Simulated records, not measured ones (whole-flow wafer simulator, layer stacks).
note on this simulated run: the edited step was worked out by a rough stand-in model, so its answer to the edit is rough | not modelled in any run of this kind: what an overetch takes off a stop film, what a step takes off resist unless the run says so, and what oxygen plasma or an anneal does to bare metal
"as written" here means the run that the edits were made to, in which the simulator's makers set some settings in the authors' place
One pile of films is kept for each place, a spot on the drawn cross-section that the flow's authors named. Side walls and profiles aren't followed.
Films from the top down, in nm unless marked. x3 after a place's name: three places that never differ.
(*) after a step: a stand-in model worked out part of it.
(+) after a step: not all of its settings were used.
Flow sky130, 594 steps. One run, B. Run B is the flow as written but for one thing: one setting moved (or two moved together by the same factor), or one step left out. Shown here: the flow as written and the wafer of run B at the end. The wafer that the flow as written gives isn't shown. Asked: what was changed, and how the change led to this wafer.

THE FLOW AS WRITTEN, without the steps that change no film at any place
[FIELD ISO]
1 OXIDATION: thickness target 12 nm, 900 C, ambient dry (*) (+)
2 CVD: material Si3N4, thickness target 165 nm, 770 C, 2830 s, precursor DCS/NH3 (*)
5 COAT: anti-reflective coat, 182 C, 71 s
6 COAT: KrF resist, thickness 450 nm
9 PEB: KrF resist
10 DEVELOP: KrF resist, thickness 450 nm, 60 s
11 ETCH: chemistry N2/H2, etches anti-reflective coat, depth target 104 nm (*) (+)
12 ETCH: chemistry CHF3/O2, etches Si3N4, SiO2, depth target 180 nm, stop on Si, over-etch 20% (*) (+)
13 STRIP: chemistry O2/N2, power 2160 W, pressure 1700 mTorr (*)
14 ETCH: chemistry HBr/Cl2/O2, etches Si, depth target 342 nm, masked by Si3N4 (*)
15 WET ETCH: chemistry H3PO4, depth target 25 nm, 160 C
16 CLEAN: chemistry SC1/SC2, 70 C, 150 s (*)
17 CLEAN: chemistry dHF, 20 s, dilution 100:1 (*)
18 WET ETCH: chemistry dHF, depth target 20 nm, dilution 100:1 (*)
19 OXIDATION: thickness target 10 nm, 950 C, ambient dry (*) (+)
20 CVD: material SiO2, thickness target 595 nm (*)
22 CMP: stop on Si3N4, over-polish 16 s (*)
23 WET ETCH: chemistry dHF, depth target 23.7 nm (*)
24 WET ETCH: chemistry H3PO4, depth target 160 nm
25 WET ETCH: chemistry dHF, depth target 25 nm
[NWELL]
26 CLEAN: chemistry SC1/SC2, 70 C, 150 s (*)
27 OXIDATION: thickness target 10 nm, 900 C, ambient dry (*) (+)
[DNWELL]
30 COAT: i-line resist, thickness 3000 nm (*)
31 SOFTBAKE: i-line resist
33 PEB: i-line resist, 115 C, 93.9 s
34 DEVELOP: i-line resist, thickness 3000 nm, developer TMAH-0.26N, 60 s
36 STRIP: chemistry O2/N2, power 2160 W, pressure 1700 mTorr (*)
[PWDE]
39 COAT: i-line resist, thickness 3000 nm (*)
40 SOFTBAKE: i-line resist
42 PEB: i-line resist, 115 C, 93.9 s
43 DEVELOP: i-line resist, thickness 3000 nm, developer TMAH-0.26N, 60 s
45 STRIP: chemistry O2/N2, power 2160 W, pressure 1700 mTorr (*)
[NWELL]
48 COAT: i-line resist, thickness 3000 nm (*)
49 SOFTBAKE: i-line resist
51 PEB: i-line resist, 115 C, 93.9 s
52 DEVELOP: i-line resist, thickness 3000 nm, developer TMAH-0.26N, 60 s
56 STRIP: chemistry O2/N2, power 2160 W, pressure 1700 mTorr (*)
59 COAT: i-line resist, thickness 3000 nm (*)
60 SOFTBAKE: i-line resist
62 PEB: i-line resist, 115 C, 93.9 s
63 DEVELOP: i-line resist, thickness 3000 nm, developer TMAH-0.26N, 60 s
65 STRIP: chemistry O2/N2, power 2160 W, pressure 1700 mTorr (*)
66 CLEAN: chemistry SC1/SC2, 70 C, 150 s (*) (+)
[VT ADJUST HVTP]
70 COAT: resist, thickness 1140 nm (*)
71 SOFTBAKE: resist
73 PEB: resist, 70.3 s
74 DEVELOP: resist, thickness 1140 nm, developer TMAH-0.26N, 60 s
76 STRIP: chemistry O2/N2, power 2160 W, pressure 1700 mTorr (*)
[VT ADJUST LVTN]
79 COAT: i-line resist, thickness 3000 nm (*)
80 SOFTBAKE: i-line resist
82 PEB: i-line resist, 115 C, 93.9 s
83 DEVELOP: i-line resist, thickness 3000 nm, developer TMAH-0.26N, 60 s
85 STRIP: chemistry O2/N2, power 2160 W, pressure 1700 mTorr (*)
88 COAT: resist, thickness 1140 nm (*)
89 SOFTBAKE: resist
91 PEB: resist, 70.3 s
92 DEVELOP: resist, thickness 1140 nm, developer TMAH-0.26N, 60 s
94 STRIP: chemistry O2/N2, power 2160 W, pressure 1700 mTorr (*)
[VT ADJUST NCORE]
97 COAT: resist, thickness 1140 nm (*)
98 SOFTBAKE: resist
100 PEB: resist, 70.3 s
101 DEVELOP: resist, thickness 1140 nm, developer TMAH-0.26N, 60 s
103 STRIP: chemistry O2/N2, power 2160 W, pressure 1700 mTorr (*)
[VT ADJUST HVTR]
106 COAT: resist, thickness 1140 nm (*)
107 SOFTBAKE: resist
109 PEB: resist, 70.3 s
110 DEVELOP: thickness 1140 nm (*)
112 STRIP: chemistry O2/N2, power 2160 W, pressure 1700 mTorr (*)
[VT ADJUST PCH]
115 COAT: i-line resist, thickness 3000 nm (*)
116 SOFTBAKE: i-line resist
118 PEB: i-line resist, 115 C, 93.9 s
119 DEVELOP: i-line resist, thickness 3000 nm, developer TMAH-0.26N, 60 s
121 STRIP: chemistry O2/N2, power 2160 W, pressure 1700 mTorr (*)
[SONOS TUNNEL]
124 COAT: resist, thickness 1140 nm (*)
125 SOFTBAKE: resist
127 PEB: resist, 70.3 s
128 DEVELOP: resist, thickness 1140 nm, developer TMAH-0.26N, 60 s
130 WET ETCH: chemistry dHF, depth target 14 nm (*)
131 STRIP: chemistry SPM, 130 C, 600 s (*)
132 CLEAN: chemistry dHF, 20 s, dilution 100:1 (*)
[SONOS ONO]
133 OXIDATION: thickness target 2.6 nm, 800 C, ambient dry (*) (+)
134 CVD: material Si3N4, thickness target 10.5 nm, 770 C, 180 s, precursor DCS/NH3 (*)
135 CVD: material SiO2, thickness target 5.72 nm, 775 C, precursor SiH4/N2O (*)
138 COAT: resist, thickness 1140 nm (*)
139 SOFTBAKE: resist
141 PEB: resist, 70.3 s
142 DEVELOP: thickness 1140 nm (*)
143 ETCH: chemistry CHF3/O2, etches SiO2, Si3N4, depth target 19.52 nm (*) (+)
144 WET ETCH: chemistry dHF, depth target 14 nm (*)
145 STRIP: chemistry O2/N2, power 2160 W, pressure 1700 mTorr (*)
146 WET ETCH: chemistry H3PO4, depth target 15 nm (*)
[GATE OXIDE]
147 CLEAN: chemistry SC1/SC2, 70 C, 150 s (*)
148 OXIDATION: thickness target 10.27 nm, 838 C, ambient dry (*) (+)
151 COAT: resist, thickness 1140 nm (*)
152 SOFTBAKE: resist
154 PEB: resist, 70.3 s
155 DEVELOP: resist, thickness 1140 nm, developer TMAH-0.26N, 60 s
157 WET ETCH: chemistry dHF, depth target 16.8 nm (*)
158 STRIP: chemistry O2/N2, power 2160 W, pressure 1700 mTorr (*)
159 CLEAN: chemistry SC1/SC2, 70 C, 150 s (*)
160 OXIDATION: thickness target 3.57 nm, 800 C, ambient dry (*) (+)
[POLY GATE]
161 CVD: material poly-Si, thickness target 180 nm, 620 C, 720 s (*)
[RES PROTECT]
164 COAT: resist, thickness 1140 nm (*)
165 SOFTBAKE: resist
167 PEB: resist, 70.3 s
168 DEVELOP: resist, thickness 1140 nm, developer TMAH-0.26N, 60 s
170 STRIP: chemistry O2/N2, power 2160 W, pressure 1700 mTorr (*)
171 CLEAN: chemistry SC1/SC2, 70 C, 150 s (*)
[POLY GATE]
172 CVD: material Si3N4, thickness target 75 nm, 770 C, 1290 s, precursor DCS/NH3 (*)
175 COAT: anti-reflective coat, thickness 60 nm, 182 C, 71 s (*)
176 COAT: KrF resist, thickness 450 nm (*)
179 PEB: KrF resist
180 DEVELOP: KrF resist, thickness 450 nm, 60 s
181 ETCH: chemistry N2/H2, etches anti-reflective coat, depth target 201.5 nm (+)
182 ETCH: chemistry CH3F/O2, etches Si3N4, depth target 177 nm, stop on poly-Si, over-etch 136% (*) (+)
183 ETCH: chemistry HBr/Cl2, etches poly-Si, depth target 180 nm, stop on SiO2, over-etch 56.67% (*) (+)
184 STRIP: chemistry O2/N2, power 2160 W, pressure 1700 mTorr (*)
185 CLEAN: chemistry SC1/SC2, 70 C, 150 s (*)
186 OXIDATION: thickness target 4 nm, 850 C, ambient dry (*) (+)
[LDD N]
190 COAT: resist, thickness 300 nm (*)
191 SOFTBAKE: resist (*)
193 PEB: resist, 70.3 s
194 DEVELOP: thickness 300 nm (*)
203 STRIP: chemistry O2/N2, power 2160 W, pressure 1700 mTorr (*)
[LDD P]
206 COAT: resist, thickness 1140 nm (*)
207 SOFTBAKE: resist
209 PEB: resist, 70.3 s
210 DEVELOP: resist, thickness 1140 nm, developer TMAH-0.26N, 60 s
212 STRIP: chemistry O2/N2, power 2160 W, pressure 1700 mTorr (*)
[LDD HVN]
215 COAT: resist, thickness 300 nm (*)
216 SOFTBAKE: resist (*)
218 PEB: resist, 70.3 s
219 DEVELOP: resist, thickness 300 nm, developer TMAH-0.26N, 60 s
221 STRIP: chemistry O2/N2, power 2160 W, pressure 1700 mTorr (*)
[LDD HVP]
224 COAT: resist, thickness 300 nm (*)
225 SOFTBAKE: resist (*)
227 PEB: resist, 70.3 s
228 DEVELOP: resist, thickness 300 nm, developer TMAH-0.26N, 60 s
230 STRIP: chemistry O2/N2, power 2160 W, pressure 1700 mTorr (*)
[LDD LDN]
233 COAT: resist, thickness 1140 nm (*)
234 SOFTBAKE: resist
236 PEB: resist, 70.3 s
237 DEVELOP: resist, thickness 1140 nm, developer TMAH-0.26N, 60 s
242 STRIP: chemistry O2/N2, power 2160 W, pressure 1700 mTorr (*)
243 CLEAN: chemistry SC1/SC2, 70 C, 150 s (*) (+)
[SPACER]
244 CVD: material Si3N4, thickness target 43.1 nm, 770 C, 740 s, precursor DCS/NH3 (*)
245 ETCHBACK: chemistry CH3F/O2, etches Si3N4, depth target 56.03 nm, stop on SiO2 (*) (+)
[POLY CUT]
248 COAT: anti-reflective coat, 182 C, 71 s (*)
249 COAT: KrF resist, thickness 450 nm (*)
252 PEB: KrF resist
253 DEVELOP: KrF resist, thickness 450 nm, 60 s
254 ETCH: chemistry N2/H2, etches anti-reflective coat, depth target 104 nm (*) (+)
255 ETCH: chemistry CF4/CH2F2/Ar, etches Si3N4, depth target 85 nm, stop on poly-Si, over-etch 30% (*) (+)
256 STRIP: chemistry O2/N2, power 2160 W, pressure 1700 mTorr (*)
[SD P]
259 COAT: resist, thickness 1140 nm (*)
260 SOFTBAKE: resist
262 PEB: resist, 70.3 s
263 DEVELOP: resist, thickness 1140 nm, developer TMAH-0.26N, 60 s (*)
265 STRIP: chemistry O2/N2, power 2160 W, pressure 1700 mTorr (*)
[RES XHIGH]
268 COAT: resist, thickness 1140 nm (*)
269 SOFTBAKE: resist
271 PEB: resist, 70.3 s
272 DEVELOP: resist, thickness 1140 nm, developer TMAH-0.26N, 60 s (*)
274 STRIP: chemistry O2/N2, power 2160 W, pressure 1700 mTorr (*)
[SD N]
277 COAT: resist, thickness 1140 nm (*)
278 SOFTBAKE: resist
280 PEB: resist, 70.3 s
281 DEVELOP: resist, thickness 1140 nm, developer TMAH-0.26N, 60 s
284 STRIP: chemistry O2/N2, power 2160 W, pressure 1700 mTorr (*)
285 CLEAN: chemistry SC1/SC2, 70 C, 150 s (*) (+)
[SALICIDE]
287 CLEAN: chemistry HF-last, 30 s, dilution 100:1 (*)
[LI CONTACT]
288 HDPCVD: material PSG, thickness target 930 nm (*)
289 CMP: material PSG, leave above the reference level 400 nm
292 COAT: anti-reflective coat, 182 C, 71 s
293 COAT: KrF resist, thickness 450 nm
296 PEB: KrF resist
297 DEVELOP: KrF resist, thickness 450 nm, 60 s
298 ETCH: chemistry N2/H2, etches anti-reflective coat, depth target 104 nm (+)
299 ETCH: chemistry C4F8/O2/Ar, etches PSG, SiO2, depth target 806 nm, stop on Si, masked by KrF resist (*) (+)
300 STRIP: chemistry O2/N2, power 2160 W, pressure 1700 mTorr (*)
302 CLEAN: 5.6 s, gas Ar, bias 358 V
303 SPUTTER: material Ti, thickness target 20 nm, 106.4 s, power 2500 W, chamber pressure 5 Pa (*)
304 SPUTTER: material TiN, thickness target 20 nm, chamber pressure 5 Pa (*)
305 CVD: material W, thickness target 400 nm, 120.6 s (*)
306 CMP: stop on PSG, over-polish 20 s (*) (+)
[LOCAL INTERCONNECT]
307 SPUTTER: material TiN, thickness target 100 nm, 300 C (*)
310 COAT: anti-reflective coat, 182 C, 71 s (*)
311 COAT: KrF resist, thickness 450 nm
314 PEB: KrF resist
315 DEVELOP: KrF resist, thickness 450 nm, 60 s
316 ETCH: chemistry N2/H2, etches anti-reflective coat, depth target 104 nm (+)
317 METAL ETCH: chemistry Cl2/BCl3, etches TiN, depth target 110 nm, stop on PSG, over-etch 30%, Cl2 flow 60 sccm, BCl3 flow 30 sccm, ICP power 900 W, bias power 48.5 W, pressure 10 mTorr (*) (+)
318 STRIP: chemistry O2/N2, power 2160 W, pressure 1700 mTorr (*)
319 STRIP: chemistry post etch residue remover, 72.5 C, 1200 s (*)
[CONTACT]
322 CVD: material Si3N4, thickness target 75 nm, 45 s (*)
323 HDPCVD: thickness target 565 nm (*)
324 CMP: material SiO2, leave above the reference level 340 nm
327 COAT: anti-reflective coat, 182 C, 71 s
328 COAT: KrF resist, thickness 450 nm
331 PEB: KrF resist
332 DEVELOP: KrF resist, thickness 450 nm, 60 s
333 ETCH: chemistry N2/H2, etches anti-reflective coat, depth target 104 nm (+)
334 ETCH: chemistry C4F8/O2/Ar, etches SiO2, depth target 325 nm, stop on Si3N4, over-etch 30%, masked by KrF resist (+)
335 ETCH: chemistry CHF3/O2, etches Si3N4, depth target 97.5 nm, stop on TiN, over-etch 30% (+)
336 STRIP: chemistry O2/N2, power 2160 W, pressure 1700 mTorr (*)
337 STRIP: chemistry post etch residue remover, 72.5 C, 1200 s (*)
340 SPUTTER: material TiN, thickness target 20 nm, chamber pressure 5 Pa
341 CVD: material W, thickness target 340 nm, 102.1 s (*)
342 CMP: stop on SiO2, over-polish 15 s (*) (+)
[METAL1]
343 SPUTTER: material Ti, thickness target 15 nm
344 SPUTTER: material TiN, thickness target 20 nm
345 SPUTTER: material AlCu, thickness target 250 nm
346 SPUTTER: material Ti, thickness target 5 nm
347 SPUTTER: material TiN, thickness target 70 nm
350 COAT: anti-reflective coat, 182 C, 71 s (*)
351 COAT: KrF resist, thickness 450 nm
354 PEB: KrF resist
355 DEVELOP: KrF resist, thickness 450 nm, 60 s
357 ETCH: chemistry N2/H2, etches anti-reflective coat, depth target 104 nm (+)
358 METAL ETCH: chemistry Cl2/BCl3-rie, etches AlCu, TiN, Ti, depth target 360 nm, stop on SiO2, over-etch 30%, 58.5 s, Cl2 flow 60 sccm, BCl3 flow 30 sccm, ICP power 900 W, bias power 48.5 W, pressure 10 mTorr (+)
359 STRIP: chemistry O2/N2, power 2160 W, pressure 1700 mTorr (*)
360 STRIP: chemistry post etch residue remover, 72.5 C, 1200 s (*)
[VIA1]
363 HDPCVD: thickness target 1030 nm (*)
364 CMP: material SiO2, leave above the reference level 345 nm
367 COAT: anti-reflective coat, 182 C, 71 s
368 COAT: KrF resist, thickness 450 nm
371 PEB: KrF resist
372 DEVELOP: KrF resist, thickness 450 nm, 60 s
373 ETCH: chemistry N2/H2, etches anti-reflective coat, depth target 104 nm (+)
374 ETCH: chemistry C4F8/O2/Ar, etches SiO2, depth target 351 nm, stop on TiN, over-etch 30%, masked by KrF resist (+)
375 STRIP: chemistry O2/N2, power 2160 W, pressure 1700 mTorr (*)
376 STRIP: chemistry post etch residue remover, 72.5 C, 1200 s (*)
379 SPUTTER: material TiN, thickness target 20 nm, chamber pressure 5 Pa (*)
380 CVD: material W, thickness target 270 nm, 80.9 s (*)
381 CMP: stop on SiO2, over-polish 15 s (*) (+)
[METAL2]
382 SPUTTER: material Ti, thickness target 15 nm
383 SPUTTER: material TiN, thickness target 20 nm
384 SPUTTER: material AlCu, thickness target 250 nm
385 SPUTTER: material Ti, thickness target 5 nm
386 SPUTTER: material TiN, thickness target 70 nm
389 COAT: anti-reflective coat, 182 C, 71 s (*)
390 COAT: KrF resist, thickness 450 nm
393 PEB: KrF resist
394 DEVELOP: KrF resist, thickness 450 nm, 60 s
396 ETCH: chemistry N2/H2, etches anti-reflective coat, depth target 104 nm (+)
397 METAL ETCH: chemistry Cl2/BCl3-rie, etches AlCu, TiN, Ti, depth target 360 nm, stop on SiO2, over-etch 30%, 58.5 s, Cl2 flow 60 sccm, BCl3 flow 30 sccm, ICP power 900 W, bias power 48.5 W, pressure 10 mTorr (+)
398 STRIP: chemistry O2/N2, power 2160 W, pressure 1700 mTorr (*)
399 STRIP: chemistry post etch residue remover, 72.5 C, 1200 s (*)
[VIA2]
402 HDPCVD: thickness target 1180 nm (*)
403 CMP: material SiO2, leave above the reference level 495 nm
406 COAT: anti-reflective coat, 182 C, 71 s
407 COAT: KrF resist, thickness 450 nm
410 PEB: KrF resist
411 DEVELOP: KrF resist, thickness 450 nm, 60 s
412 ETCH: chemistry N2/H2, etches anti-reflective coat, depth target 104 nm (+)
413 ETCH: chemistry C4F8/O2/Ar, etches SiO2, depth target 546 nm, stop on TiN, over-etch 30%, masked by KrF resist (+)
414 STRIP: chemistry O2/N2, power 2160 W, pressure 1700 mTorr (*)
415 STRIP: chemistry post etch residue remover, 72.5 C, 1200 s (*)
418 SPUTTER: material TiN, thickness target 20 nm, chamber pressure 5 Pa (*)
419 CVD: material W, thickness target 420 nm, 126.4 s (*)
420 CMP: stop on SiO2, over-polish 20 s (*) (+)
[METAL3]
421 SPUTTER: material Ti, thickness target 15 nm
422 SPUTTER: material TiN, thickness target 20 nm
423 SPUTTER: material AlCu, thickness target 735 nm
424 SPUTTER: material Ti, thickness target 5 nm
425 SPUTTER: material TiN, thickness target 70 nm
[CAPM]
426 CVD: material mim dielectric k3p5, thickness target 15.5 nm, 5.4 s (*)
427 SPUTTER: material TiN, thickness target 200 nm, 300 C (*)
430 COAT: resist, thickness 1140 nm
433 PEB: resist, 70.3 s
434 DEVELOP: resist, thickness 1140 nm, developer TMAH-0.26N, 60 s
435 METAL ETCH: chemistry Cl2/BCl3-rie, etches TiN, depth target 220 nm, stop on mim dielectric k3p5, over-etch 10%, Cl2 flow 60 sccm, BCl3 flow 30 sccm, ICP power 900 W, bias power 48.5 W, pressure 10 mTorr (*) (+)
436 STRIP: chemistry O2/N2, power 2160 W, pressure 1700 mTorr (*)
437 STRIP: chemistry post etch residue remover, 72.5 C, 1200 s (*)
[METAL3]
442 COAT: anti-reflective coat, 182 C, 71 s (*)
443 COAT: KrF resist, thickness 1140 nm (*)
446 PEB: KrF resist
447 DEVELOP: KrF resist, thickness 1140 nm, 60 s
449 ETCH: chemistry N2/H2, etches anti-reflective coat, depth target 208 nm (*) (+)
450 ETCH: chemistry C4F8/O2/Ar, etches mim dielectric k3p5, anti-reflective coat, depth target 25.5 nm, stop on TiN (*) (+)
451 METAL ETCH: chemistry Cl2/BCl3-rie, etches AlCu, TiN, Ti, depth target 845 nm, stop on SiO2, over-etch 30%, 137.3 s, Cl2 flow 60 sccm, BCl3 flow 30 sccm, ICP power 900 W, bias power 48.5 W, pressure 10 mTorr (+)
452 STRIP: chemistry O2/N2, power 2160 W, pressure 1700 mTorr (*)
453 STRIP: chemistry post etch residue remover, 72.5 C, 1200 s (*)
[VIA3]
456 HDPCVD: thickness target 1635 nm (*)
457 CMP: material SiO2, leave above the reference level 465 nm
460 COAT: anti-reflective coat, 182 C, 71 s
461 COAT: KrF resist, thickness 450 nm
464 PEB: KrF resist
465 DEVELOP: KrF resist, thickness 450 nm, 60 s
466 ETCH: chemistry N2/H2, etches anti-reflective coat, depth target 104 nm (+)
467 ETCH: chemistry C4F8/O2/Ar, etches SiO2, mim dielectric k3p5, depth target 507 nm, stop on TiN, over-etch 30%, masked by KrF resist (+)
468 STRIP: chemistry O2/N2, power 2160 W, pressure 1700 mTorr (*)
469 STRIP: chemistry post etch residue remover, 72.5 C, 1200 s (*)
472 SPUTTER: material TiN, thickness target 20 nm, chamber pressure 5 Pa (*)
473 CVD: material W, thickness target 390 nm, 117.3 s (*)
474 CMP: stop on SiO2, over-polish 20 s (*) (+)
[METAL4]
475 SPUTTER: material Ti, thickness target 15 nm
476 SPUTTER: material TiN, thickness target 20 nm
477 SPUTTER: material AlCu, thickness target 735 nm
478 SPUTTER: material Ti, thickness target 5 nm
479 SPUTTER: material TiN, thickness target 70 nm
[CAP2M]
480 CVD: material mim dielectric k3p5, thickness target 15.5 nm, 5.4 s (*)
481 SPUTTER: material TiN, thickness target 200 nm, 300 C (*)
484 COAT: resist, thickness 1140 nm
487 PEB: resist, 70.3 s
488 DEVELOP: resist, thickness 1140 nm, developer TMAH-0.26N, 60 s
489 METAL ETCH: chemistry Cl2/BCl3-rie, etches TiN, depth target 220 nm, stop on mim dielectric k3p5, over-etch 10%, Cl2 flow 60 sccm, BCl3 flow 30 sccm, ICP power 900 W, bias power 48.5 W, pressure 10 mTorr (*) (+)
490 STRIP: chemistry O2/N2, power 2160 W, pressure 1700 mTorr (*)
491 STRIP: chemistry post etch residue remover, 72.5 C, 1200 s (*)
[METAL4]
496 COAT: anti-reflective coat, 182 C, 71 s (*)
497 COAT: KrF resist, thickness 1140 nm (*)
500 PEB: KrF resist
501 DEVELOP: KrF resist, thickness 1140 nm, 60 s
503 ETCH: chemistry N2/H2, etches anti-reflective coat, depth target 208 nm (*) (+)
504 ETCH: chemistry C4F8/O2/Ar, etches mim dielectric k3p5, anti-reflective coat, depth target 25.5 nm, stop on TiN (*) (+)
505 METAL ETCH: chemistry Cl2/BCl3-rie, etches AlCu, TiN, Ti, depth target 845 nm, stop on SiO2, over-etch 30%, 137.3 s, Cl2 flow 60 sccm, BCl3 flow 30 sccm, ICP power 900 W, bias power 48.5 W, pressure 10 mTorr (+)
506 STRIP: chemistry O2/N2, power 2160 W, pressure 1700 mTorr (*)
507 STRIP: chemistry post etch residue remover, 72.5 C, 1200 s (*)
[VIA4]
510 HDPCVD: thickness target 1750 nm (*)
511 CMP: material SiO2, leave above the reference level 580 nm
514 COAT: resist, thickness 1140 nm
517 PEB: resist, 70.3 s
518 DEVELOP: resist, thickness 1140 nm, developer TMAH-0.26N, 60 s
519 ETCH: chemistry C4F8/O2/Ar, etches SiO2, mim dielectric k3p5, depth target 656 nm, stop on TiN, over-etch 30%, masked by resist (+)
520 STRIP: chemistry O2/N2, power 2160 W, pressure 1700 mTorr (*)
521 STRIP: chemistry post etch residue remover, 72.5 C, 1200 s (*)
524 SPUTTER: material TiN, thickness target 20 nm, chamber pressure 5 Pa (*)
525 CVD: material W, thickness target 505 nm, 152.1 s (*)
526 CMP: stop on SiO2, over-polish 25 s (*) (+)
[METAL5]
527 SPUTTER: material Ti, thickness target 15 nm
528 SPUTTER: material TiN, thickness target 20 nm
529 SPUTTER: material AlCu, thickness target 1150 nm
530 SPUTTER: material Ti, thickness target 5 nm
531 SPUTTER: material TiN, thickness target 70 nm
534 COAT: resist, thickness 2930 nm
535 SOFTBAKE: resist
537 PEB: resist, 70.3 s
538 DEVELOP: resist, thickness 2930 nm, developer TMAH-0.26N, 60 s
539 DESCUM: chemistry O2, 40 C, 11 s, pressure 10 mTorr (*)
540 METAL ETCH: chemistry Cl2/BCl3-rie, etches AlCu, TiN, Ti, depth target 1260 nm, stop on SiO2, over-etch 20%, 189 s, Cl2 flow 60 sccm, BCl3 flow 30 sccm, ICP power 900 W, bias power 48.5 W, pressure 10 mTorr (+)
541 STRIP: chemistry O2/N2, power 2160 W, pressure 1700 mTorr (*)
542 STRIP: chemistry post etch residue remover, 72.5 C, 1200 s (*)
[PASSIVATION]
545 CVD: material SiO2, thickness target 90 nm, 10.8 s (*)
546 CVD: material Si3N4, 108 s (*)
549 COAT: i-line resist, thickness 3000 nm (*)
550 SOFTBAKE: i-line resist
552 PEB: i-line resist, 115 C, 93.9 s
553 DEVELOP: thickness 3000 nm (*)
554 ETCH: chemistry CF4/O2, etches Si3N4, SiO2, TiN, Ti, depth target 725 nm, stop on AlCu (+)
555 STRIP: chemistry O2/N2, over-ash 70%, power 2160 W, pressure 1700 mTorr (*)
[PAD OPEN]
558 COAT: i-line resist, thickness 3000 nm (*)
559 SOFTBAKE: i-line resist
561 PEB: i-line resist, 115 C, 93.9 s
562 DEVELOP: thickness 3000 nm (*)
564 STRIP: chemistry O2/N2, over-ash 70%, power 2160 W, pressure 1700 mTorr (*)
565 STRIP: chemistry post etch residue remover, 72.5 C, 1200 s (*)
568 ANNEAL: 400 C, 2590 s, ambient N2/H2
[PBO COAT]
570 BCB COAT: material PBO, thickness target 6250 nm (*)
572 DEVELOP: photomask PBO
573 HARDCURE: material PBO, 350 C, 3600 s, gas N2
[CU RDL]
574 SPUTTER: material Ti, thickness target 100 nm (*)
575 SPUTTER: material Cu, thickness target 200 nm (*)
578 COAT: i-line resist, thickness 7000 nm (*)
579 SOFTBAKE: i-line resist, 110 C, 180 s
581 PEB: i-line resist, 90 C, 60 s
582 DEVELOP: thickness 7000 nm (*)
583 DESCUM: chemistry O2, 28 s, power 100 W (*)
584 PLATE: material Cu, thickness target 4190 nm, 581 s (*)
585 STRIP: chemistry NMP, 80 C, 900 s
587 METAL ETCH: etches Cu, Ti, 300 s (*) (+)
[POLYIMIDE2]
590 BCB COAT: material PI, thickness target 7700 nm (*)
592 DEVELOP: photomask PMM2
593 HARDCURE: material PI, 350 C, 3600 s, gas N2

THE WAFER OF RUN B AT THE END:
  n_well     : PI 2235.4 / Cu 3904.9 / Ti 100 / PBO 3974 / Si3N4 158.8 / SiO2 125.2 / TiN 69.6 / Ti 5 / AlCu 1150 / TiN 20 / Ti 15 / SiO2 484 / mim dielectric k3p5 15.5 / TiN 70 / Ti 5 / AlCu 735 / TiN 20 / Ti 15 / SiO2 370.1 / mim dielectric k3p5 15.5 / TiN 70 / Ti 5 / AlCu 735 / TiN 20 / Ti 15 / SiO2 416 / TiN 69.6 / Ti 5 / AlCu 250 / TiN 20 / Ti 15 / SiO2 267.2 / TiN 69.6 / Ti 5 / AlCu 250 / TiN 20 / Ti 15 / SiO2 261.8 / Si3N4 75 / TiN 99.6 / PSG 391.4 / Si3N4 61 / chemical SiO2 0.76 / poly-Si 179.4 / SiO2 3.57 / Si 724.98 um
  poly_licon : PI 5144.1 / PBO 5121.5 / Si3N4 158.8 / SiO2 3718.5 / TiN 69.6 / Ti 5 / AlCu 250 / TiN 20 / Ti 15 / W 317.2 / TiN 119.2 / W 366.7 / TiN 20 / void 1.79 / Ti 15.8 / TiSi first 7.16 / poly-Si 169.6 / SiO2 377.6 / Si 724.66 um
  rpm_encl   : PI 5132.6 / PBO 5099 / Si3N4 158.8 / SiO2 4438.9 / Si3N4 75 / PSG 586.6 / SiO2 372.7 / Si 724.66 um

The cause: step 575, SPUTTER: thickness target 105 nm was run, where the flow has thickness target 200 nm.

How the change led to this, step by step:
  575 SPUTTER: material Cu, thickness target 200 nm (*)
      field, active, n_well and 190 more: Cu +105 (new film) (as written it would be: Cu +200 (new film))
  587 METAL ETCH: etches Cu, Ti, 300 s (*) (+)
      field, active, gate and 167 more: Cu -105 (all of it), Ti -100 (all of it) (as written it would be: Cu -200 (all of it), Ti -100 (all of it))
  590 BCB COAT: material PI, thickness target 7700 nm (*)
      n_well, p_well, sd_n, sd_p: PI +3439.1 (new film) (as written it would be: PI +3344.1 (new film))
      mim: PI +3761.2 (new film) (as written it would be: PI +3670.5 (new film))
      (and at 14 more places)
  593 HARDCURE: material PI, 350 C, 3600 s, gas N2
      n_well, p_well, sd_n, sd_p: PI -1203.7 (as written it would be: PI -1170.4)
